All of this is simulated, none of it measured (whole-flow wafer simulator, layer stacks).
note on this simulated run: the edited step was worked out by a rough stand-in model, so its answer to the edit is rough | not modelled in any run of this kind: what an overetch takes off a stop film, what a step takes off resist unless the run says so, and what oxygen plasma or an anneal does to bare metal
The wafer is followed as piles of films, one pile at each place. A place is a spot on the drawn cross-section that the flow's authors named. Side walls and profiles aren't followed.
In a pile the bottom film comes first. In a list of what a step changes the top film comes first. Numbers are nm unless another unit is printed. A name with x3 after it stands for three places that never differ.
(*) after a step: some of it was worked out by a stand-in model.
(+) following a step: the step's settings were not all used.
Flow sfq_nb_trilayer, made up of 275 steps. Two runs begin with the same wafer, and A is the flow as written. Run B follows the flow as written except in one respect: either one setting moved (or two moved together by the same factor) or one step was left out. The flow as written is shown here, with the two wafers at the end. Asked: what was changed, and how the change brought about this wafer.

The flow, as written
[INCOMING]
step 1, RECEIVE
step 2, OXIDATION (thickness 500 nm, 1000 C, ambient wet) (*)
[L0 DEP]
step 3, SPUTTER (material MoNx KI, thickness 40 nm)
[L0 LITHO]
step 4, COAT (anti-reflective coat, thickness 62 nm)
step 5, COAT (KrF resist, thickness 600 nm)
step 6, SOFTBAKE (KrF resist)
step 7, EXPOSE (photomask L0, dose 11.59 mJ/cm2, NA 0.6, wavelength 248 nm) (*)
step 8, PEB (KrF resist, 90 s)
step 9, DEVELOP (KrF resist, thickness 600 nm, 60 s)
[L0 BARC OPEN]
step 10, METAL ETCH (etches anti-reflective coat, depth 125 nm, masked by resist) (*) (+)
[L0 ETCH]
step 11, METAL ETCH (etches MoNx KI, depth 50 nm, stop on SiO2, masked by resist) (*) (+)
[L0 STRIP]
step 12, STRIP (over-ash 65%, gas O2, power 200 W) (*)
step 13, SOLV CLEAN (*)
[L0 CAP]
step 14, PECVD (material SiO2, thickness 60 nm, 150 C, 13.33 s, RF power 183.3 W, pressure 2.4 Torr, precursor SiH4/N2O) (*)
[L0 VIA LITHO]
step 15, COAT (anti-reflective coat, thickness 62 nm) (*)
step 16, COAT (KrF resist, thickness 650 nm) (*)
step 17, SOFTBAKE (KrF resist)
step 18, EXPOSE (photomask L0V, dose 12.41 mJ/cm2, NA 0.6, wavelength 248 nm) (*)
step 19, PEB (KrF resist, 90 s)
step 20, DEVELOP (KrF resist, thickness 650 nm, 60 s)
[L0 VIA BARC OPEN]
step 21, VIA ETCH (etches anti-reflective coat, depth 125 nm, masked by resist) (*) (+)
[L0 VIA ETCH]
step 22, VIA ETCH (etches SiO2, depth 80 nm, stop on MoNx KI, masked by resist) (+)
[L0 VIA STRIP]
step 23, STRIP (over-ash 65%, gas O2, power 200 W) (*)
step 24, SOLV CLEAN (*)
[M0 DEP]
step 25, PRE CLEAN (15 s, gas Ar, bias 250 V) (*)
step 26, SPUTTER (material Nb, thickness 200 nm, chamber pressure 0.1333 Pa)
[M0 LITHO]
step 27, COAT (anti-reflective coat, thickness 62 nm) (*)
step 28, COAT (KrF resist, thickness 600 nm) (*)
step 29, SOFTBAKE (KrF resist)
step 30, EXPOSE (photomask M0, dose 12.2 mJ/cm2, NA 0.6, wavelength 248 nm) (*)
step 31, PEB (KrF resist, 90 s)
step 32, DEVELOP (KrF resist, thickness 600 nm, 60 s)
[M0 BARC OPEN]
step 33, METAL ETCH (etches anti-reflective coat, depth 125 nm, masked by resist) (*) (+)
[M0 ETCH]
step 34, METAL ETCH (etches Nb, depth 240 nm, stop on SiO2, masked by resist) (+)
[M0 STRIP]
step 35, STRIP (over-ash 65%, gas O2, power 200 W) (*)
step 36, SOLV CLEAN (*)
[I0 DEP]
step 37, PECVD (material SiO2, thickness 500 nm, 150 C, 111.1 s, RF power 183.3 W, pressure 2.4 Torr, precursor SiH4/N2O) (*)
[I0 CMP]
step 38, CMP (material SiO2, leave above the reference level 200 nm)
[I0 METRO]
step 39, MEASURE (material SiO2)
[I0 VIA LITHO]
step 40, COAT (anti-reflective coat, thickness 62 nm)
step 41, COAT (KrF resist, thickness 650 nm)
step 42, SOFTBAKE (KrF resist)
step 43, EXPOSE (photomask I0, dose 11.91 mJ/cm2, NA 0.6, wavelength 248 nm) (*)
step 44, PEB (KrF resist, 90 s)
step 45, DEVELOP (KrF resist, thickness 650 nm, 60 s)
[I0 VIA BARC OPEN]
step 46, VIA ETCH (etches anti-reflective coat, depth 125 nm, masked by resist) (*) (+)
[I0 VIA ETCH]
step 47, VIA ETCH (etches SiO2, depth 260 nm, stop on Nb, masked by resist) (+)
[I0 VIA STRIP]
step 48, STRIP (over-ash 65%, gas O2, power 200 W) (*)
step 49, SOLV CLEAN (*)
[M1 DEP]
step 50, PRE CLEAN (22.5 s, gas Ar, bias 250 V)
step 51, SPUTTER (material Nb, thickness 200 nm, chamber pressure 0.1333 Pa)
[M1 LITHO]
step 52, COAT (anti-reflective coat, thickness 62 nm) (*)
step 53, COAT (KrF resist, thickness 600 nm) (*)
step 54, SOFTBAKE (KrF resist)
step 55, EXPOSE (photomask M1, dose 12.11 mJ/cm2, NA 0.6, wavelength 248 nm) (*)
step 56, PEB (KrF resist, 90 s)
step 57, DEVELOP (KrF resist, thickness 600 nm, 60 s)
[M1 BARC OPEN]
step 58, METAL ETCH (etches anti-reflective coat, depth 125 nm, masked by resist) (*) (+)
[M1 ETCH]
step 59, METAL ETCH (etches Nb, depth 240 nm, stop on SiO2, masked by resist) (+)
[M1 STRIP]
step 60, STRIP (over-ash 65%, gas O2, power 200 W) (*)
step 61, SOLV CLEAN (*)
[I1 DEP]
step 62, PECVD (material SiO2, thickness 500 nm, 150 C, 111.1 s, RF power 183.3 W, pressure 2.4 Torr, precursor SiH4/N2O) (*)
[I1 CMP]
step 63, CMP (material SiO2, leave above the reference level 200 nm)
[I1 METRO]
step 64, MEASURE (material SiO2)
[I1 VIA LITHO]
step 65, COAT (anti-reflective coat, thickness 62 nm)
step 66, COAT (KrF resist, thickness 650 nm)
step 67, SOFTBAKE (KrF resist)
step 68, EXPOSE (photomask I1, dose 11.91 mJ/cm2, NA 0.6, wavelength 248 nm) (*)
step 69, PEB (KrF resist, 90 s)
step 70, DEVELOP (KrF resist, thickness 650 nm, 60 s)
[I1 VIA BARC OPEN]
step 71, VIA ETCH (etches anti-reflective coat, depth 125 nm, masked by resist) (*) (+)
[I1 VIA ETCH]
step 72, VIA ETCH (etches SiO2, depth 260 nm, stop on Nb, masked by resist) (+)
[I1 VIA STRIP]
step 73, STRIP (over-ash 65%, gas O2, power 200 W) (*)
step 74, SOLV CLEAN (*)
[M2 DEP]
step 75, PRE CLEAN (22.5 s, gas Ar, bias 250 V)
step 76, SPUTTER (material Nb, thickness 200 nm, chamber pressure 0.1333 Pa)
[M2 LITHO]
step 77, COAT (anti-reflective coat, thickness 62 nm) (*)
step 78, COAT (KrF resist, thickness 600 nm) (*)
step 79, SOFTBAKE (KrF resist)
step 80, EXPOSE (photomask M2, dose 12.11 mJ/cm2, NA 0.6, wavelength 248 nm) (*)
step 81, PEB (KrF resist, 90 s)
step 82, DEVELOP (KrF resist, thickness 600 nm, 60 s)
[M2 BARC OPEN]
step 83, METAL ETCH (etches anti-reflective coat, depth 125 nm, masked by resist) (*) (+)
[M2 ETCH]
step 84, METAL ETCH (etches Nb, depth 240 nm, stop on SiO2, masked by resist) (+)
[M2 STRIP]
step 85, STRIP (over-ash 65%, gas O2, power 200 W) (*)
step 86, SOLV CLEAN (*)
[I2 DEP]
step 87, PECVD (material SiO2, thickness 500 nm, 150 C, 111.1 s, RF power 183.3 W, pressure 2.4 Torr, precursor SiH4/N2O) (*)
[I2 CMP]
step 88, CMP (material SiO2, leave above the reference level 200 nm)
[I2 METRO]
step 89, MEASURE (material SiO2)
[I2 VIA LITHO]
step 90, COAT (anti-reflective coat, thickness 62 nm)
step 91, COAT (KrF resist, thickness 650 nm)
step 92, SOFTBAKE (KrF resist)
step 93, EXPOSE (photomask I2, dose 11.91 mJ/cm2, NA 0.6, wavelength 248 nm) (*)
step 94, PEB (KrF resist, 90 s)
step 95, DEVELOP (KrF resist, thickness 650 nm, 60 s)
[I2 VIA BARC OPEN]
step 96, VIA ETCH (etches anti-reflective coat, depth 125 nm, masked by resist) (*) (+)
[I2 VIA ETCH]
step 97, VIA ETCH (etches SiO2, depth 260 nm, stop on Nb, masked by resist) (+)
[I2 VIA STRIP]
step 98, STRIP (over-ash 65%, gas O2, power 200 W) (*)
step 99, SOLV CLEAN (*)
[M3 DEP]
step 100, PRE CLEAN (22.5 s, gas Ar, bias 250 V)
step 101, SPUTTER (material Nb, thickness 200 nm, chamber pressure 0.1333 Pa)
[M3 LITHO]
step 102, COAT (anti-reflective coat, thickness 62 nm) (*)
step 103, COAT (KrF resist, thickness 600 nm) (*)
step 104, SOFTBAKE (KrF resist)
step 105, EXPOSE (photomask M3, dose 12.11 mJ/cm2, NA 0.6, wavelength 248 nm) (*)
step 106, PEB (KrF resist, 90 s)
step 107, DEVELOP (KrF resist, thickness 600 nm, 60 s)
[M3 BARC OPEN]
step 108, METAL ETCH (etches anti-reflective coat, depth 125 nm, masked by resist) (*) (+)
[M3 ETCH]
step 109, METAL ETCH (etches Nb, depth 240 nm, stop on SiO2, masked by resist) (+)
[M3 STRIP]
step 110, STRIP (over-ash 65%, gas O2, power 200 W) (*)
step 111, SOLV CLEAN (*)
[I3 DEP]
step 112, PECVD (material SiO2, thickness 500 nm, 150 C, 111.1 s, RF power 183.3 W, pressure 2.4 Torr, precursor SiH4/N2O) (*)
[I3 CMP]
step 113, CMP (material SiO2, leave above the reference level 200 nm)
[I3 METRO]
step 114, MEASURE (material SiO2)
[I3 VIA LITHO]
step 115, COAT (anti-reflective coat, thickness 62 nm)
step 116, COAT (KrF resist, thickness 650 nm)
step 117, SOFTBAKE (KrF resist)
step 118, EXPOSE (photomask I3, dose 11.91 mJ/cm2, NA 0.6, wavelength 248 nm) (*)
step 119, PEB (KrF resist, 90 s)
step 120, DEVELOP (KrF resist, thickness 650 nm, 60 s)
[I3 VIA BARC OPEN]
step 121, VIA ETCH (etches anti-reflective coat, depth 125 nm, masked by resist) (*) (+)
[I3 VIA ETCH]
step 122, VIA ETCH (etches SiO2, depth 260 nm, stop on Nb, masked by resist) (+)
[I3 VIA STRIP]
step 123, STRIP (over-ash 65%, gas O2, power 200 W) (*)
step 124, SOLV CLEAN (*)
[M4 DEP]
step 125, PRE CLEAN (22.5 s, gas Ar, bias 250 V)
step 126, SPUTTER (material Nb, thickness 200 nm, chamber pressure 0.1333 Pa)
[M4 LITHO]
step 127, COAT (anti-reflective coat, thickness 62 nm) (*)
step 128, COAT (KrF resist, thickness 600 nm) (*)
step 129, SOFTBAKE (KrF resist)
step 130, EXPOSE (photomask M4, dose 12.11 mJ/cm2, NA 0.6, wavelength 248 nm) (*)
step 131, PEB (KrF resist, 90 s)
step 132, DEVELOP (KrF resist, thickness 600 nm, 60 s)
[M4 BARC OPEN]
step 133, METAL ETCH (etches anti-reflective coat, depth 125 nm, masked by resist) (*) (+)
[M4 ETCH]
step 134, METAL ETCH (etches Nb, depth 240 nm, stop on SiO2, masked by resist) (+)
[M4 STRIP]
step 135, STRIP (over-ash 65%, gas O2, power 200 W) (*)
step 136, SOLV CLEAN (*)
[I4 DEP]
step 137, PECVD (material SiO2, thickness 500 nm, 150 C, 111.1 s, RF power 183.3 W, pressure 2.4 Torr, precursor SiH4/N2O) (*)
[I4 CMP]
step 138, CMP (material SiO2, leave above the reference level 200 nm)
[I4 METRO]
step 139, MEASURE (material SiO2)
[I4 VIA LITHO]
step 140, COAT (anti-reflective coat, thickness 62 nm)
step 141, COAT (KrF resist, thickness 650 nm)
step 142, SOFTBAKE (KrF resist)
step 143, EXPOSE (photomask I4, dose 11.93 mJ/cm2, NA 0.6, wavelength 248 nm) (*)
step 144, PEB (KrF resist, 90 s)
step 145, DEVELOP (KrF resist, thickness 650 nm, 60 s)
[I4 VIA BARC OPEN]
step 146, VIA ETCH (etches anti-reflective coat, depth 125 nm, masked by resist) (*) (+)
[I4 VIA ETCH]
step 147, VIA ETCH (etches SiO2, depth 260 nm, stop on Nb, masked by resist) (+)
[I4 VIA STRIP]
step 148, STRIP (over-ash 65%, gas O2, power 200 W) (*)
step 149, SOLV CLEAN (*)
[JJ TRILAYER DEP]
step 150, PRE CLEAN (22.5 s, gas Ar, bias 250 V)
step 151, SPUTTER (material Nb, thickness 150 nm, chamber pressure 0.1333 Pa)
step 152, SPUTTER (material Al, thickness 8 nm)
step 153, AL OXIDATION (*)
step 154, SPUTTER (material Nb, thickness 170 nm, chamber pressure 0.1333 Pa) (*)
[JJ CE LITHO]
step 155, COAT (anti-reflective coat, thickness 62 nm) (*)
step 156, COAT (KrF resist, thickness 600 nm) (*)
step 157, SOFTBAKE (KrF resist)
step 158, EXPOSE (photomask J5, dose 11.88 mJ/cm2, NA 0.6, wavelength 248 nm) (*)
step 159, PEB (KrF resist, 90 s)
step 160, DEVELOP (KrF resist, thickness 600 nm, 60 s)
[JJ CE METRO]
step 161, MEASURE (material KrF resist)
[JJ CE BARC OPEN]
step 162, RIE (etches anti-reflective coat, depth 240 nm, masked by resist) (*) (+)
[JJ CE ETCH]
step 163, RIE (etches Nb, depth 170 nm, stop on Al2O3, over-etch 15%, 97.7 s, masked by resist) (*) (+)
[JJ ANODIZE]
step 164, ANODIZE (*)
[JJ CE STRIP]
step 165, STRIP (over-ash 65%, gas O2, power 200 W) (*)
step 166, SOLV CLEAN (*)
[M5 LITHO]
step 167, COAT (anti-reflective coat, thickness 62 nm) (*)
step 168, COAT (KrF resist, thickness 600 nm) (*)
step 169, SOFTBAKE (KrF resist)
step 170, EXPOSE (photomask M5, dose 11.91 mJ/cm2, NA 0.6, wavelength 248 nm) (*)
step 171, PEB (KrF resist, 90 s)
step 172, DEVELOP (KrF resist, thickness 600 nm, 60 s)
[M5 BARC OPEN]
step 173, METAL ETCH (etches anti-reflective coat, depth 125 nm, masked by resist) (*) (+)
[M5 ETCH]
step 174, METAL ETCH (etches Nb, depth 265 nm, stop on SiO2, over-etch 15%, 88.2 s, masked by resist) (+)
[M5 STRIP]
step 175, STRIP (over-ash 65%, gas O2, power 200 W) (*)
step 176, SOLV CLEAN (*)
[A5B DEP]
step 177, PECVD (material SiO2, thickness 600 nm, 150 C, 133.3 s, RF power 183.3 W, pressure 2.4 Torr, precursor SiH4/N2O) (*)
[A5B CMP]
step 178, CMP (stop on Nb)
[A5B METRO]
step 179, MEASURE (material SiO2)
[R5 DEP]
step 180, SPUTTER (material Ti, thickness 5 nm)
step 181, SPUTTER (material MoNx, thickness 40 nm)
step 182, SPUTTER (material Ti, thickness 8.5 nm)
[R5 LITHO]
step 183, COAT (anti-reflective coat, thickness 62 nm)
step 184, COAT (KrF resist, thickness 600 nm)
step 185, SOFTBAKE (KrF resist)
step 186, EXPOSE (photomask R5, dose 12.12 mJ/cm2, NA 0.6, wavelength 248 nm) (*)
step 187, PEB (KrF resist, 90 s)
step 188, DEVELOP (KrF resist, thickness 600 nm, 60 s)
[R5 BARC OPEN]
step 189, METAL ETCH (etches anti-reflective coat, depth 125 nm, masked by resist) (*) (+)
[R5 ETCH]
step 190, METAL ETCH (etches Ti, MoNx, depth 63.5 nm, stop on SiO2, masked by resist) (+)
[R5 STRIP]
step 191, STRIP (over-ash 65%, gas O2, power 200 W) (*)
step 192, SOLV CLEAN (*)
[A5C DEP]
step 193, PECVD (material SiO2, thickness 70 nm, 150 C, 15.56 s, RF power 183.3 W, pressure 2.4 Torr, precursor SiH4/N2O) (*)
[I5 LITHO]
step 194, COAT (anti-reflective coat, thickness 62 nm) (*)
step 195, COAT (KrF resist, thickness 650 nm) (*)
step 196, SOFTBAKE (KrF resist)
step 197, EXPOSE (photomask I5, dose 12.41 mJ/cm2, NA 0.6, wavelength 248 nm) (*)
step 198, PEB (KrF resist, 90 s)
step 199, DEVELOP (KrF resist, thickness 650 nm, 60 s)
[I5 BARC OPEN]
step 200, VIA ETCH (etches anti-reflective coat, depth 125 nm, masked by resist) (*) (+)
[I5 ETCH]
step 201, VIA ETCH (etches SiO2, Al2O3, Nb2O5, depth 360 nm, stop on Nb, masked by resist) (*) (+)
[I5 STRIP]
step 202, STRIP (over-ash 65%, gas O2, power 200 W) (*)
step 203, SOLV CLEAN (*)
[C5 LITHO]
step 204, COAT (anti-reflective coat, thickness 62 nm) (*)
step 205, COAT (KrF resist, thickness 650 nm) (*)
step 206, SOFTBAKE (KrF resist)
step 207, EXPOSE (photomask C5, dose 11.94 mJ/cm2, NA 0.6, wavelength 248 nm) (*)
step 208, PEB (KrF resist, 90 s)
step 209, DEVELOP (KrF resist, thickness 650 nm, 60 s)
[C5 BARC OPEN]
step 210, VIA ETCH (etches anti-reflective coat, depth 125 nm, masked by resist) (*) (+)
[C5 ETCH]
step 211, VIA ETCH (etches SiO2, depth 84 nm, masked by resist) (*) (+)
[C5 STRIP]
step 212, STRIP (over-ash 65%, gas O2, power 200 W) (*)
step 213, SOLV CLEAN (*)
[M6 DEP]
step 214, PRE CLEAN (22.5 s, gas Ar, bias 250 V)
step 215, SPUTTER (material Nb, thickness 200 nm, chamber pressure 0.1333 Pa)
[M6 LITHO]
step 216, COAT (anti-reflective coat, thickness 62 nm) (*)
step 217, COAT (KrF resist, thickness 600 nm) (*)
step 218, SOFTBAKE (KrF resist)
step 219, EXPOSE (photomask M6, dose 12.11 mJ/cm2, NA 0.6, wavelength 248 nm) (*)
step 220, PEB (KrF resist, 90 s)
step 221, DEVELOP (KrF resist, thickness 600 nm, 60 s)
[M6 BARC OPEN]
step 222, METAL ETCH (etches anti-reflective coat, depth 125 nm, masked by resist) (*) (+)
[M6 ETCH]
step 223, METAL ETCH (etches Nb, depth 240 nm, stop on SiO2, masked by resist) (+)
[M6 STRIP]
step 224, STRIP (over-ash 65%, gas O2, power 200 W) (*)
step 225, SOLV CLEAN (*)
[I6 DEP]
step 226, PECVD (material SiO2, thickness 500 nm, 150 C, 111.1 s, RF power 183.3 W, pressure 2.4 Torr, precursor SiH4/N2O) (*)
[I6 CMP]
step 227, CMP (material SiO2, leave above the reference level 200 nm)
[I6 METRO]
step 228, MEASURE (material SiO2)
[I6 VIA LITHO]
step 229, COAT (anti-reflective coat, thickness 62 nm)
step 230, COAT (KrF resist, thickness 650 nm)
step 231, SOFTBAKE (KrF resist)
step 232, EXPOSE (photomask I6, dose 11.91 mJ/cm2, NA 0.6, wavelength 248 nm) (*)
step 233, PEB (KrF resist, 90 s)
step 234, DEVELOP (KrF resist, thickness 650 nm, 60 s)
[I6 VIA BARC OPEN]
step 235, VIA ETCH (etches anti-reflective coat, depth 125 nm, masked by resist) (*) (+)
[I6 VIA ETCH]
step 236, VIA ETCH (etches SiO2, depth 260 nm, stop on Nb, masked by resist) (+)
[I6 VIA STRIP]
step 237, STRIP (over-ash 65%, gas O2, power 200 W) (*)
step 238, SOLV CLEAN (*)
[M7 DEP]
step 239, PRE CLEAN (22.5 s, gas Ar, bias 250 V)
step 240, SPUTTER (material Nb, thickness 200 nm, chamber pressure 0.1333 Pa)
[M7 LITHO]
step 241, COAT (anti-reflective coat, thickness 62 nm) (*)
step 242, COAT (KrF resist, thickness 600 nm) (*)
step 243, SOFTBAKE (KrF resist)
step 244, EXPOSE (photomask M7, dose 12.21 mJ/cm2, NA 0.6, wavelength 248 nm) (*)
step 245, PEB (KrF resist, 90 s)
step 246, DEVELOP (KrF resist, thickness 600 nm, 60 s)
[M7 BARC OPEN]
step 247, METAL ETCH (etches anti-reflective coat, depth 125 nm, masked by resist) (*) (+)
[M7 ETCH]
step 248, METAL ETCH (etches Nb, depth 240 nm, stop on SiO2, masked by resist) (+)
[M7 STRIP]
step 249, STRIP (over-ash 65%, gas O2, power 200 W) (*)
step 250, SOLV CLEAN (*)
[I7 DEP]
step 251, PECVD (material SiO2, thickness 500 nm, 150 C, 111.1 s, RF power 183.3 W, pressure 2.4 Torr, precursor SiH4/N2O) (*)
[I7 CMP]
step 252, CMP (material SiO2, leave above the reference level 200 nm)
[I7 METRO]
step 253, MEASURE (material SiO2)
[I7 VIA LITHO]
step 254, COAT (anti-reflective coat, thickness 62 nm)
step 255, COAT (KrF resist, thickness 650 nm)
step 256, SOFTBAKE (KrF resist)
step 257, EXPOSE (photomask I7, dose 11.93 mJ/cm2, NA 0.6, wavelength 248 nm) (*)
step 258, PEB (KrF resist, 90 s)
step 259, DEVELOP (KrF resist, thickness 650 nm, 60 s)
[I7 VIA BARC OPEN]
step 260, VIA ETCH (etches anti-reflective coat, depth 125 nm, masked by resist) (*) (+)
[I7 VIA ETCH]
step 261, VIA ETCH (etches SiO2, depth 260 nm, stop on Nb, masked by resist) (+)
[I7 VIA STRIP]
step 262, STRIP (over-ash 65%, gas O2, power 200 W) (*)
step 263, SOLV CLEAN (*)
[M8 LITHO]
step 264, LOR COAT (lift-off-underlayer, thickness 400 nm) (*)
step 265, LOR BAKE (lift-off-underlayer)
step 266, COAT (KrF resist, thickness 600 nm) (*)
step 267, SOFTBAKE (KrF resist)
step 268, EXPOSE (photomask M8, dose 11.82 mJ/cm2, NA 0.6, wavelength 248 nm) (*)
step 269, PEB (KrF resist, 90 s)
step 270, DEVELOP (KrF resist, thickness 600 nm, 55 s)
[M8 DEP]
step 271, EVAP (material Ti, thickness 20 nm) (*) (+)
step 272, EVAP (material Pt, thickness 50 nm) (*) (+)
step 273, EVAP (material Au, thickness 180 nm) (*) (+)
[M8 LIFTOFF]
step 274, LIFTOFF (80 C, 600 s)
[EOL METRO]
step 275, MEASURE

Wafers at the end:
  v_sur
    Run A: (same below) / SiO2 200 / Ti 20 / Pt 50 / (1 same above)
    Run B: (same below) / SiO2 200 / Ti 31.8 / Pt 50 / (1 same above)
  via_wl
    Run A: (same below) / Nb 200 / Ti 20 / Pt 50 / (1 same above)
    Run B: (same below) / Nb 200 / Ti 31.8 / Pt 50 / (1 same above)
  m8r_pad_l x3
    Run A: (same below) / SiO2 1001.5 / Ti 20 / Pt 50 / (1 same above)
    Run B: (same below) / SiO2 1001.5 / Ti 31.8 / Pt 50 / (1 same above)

Cause: step 271, EVAP: thickness 31.8 nm was run, while the flow as written has thickness 20 nm.
The wafer lets one read it off: v_sur has Ti 31.8, and step 271 as written asks for 20 nm.

How this came from the change, step by step:
  step 271, EVAP (material Ti, thickness 20 nm) (*) (+)
      field_l, v_sur, via_wl and 103 more: A +20 Ti (new film) | B +31.8 Ti (new film)
  step 274, LIFTOFF (80 C, 600 s)
      p4_fl x3, p4_w1 x9, p4_g1 x2 and 60 more: A -180 Au (all of it), -50 Pt (all of it), -20 Ti (all of it), -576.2 KrF resist (all of it), -400 lift-off-underlayer (all of it) | B -180 Au (all of it), -50 Pt (all of it), -31.8 Ti (all of it), -576.2 KrF resist (all of it), -400 lift-off-underlayer (all of it)
      c5j, ce_r: A -180 Au (all of it), -50 Pt (all of it), -20 Ti (all of it), -573.3 KrF resist (all of it), -399.3 lift-off-underlayer (all of it) | B -180 Au (all of it), -50 Pt (all of it), -31.8 Ti (all of it), -573.3 KrF resist (all of it), -399.3 lift-off-underlayer (all of it)
      (as well as at 19 more places)
